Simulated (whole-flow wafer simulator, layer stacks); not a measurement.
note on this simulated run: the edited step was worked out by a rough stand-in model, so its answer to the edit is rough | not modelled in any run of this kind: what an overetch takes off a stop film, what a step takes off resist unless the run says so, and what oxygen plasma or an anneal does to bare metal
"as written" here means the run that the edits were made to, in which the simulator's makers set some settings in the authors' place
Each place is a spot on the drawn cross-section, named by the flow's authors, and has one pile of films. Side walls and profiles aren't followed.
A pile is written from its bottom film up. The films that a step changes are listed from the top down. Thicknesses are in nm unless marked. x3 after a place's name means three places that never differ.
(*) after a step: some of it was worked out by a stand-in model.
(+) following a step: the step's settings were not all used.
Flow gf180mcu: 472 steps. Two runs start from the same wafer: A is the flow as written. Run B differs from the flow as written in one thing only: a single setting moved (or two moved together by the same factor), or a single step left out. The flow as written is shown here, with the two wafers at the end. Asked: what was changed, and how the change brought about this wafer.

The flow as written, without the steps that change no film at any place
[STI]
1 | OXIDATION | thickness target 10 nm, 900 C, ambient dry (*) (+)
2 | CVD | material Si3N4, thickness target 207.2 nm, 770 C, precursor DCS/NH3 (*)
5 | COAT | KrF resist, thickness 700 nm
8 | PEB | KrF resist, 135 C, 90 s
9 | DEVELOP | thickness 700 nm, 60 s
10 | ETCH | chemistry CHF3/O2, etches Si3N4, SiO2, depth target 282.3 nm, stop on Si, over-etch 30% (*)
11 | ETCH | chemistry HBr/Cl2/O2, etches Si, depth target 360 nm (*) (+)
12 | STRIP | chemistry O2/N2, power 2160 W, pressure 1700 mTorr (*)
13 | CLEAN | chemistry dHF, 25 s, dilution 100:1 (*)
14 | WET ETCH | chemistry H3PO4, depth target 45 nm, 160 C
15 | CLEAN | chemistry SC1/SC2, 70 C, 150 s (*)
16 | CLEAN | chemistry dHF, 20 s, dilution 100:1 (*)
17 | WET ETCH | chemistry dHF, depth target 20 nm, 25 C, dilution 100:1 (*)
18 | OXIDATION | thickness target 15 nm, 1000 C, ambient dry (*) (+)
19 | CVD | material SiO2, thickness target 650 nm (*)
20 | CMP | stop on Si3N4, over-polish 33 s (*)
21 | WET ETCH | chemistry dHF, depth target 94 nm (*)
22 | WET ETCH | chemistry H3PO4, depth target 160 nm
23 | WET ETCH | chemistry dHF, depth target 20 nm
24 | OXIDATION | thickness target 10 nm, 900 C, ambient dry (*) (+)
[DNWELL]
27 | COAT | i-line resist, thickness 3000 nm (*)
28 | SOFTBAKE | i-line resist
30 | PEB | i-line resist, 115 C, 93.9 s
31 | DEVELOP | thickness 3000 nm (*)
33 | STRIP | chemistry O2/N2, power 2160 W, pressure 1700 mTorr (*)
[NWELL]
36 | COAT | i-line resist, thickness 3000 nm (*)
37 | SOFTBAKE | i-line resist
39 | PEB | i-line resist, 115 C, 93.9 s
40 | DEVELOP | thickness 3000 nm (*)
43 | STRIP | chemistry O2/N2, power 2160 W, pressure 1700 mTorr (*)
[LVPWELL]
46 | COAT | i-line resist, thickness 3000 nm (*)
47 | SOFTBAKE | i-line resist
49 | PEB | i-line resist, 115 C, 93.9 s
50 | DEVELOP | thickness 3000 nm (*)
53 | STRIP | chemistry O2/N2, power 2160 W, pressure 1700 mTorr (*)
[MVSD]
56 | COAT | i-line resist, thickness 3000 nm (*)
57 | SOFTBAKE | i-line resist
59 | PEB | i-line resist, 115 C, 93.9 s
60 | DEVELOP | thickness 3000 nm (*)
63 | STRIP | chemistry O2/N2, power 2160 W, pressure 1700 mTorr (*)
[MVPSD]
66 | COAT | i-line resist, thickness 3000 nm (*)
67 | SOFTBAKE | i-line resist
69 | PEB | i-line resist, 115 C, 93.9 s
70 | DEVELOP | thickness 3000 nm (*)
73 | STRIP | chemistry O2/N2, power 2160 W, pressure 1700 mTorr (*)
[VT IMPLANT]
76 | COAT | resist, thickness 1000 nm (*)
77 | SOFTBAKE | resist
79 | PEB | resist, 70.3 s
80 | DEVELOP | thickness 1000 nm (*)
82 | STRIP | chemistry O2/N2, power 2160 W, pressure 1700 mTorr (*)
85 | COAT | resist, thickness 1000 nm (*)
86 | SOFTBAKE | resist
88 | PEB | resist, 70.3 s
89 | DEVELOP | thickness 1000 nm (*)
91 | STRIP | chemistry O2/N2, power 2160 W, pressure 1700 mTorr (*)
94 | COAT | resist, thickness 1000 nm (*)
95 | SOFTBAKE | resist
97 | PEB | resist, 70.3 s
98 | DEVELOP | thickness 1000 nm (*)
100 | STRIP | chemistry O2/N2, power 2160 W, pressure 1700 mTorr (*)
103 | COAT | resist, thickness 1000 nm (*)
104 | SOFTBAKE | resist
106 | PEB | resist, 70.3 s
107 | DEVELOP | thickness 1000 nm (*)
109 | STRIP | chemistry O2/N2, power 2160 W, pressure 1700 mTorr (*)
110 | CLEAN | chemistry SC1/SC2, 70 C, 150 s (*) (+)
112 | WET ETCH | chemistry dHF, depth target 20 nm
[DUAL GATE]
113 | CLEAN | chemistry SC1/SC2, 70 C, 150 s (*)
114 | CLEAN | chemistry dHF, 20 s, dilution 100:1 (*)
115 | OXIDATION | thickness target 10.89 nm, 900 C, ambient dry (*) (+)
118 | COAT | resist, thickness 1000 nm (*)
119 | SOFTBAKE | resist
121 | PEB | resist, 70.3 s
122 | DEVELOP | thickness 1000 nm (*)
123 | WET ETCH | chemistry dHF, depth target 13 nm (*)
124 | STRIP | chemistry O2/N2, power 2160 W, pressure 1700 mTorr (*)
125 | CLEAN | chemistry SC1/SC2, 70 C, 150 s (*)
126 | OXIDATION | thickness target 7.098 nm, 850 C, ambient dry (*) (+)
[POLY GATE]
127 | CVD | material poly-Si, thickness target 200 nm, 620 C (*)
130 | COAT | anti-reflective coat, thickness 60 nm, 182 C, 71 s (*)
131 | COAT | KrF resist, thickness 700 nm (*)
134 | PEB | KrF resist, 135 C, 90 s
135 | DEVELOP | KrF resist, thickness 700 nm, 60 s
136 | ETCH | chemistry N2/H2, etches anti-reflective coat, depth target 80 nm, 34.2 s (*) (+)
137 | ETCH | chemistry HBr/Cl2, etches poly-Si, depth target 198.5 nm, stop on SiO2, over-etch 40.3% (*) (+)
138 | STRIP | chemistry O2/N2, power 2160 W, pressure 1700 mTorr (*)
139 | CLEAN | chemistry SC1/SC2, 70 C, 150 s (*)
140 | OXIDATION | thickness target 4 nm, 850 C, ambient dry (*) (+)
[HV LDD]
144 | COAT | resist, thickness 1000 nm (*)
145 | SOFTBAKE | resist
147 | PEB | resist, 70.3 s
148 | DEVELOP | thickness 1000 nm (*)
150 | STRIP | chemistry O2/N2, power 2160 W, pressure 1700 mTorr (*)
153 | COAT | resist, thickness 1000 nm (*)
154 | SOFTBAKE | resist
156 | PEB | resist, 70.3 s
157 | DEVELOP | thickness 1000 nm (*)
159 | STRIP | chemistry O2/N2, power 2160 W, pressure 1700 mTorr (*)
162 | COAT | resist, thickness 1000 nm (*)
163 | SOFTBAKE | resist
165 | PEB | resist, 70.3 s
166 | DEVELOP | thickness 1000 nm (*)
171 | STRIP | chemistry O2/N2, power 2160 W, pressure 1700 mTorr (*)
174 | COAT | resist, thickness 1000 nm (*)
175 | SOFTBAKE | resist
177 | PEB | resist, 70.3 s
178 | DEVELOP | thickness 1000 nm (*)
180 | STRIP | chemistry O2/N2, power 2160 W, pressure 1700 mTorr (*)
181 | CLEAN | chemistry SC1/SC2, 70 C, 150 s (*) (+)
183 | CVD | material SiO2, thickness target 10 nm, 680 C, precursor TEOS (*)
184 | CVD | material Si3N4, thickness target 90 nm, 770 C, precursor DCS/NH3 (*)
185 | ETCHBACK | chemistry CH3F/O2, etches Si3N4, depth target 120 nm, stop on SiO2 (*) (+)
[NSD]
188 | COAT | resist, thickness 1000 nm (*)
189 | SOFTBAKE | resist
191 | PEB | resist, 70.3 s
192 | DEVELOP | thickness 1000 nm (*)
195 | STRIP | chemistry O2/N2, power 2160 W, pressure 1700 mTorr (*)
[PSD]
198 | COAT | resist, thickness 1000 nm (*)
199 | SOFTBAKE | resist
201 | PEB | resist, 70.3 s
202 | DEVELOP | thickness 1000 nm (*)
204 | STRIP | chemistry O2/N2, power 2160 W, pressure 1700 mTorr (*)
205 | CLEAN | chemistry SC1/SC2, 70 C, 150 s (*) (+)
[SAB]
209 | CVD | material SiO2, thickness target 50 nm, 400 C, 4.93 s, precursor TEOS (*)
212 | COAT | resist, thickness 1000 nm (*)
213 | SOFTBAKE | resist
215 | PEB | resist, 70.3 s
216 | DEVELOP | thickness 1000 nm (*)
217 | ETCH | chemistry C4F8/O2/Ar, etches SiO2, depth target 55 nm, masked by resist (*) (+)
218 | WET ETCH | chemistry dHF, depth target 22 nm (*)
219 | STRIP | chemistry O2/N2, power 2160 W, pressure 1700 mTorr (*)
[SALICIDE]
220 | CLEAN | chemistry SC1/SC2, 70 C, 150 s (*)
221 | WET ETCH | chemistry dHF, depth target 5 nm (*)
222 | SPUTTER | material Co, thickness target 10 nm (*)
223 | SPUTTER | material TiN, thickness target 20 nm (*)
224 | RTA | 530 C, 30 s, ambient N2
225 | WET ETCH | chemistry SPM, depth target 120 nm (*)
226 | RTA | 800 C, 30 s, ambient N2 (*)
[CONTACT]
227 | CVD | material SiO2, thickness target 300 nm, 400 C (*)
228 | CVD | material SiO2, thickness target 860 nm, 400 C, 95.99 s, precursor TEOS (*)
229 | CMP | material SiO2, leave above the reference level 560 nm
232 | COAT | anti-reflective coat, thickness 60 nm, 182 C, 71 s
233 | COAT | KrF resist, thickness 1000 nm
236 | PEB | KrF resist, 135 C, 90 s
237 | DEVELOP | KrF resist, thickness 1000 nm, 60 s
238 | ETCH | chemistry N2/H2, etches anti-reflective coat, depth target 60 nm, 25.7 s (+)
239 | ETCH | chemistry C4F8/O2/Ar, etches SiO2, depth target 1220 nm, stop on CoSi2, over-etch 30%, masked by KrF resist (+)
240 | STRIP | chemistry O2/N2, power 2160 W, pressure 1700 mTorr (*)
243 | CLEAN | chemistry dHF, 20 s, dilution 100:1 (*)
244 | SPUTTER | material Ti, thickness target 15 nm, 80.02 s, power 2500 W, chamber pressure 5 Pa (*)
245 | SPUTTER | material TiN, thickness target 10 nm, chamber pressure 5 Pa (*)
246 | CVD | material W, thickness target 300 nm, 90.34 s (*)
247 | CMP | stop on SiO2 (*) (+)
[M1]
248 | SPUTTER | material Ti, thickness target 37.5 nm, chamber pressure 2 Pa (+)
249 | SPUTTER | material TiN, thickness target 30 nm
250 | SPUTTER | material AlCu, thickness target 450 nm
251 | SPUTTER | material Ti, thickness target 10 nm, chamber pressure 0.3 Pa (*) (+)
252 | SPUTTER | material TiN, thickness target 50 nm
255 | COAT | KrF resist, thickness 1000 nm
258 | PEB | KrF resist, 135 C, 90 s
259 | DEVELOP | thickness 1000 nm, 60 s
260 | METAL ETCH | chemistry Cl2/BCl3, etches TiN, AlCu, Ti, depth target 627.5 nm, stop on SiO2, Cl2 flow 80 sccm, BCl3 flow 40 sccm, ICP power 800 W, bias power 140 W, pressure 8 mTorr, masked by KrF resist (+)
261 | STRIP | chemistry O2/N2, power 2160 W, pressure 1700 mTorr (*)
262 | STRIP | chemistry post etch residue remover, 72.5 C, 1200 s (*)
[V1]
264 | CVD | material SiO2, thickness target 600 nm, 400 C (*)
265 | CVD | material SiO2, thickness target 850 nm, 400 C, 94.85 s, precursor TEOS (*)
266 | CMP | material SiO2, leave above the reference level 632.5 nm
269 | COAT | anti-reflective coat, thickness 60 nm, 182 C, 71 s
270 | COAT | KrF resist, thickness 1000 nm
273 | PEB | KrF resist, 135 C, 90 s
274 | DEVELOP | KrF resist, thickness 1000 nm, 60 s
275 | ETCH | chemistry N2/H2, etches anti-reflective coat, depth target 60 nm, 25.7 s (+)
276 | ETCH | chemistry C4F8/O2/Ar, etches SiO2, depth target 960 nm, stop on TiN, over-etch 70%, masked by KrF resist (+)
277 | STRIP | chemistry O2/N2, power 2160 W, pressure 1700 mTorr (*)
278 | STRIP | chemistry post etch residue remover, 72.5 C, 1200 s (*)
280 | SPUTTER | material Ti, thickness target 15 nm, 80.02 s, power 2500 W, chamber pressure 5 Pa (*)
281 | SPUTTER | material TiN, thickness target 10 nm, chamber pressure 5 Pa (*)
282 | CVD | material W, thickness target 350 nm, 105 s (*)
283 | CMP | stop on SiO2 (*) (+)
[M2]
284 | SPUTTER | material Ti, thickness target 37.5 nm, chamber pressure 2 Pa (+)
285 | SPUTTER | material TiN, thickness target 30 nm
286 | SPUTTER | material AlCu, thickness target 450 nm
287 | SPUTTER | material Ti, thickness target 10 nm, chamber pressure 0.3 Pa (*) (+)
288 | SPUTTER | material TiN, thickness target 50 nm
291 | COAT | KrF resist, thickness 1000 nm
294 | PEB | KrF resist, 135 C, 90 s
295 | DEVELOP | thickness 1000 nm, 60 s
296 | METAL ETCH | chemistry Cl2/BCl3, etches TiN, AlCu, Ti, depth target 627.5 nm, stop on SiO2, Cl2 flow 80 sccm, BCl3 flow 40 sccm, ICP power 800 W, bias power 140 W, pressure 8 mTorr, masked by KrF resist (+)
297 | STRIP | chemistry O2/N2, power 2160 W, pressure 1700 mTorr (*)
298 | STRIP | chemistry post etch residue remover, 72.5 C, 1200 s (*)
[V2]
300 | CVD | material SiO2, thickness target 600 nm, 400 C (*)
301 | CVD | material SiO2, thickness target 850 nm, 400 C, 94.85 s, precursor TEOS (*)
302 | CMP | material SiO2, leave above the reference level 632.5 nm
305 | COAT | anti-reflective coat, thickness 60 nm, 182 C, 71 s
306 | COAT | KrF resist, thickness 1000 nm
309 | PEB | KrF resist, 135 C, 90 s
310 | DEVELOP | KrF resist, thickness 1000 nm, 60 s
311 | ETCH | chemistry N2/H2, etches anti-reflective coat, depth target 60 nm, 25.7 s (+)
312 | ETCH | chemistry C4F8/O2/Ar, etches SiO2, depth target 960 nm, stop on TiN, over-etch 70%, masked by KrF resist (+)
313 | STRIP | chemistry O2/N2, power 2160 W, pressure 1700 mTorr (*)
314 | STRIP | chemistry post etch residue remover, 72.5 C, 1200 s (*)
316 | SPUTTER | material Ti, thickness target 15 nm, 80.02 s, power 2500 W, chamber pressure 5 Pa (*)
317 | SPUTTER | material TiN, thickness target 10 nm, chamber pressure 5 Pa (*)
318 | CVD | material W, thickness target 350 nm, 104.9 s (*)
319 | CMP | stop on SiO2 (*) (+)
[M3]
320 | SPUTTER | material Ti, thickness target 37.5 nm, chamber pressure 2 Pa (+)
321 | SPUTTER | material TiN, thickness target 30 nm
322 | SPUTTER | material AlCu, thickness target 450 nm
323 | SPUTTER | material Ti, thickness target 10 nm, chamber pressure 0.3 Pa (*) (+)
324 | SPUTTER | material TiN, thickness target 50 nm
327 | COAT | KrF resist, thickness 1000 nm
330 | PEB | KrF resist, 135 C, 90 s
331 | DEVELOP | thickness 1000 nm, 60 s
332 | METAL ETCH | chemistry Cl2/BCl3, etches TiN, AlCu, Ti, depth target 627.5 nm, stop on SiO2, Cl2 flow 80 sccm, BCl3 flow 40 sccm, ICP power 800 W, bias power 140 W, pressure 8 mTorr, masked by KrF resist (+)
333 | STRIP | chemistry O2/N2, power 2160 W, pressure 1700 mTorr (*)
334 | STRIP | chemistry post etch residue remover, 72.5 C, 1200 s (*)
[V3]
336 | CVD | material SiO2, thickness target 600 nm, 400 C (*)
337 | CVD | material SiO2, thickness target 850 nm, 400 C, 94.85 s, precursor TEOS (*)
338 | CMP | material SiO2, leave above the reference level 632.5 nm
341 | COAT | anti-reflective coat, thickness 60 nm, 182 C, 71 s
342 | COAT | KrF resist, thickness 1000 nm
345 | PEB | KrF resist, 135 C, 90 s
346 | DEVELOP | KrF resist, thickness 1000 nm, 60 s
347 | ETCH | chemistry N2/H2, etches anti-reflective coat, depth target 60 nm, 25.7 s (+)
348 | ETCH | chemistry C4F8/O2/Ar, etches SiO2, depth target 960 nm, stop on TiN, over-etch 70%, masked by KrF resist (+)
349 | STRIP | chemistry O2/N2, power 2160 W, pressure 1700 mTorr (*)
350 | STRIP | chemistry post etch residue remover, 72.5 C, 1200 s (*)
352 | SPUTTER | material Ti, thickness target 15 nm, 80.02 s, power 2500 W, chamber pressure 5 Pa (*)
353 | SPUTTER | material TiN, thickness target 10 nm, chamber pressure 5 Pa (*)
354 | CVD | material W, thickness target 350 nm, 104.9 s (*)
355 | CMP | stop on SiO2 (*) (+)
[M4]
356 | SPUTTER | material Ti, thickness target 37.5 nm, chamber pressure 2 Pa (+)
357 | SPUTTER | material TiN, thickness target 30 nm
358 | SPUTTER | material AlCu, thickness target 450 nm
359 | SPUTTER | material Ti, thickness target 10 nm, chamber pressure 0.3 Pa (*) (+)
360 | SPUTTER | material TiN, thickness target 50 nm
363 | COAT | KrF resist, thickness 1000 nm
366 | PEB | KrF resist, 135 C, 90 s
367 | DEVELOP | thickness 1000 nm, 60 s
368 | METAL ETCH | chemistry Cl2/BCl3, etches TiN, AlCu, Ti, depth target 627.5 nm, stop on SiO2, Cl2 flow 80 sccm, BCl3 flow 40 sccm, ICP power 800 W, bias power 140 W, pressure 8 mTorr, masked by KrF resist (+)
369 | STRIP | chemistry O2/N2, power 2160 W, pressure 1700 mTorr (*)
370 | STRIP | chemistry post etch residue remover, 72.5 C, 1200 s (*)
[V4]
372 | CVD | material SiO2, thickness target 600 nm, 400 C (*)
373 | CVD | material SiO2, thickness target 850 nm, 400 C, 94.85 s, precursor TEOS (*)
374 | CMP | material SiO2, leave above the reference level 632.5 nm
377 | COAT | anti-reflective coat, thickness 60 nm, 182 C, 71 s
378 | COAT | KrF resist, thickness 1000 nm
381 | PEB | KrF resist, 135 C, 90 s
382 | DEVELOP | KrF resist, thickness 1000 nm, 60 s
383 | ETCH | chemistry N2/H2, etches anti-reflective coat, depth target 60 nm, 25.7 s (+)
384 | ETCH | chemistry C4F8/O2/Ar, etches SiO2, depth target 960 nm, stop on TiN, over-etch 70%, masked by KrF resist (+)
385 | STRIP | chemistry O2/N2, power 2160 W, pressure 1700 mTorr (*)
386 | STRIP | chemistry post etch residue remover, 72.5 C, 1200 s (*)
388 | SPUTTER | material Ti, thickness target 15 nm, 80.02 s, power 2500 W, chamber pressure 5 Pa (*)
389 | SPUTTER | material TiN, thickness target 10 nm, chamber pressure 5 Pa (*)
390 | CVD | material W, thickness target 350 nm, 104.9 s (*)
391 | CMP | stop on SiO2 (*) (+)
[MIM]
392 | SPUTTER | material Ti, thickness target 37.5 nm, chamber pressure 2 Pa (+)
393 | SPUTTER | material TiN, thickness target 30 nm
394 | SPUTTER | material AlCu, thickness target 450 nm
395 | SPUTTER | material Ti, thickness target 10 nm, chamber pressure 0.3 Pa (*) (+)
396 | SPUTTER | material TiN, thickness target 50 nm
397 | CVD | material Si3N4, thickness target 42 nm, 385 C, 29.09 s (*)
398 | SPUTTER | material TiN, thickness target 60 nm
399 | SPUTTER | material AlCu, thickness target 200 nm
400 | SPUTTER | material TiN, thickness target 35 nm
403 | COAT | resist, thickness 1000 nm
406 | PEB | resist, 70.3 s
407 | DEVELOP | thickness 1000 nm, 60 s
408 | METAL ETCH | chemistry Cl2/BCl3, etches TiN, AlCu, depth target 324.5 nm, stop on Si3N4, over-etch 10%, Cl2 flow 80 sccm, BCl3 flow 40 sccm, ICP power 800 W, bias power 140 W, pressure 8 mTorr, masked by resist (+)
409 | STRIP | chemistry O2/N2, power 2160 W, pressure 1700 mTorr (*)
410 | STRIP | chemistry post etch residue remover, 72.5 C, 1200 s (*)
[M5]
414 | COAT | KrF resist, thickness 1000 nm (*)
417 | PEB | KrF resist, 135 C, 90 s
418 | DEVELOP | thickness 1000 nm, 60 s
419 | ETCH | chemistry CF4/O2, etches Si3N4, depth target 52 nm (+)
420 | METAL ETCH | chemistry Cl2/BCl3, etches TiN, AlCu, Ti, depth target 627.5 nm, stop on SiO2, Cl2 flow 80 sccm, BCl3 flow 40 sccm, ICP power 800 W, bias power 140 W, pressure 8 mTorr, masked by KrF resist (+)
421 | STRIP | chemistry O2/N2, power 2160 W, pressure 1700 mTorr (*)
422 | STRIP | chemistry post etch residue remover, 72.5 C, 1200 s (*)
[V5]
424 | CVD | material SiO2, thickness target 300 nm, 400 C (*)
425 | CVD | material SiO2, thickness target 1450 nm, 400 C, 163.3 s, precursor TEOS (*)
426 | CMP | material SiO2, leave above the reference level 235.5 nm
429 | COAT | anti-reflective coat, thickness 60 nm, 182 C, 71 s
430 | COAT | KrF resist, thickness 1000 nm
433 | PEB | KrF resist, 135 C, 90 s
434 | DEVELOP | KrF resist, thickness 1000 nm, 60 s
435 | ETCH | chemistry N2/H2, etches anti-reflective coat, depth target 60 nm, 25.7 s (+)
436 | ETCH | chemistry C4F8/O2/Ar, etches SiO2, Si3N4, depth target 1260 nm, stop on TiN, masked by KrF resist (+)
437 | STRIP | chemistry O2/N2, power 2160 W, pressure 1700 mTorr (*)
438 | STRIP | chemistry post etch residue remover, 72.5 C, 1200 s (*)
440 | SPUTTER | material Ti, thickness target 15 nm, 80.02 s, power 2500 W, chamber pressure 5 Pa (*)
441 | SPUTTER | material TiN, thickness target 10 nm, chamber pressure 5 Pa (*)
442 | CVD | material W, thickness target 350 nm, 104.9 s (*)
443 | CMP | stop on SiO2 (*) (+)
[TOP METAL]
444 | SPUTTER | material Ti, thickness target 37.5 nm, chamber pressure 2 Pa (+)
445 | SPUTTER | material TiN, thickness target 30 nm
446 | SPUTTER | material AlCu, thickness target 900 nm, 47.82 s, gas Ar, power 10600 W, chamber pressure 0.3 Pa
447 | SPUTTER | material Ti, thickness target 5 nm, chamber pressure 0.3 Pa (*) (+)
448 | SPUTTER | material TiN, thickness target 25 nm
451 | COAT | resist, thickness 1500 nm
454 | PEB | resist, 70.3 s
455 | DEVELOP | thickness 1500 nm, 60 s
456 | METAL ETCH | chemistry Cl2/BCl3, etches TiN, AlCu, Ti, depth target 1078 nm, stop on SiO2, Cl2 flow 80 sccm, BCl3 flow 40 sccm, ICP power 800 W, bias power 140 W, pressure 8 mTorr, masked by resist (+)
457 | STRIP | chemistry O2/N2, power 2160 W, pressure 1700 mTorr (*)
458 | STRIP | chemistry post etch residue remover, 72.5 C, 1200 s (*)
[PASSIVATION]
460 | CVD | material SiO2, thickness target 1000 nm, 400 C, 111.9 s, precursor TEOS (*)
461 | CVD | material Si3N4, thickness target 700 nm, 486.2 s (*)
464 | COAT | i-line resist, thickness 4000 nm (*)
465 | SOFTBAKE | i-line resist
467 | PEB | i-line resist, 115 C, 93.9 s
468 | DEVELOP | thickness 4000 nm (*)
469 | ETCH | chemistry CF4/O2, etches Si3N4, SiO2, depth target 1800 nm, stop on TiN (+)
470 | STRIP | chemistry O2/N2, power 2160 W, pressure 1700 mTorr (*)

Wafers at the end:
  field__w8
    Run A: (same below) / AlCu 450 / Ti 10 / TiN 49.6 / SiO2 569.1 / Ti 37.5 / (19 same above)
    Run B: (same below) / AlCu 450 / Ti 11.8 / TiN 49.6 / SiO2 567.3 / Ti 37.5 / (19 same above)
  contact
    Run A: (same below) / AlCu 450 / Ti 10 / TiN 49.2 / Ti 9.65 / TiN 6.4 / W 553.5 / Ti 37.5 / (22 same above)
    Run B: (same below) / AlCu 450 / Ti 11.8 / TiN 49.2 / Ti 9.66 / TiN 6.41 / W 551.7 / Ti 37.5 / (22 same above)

The reason: step 323, SPUTTER: thickness target 11.8 nm was run, while the flow as written has thickness target 10 nm.
The wafer lets one read it off: field__w8 has Ti 11.8, and step 323 as written asks for 10 nm.

Step by step, how the change led to this:
  323 | SPUTTER | material Ti, thickness target 10 nm, chamber pressure 0.3 Pa (*) (+)
      field, field__w1, field__w2 and 108 more: A Ti gains 10 (new film) | B Ti gains 11.8 (new film)
  332 | METAL ETCH | chemistry Cl2/BCl3, etches TiN, AlCu, Ti, depth target 627.5 nm, stop on SiO2, Cl2 flow 80 sccm, BCl3 flow 40 sccm, ICP power 800 W, bias power 140 W, pressure 8 mTorr, masked by KrF resist (+)
      field, field__w1, field__w2 and 103 more: A TiN loses 50 (all of it), Ti loses 10 (all of it), AlCu loses 450 (all of it), TiN loses 30 (all of it), Ti loses 37.5 (all of it) | B TiN loses 50 (all of it), Ti loses 11.8 (all of it), AlCu loses 450 (all of it), TiN loses 30 (all of it), Ti loses 37.5 (all of it)
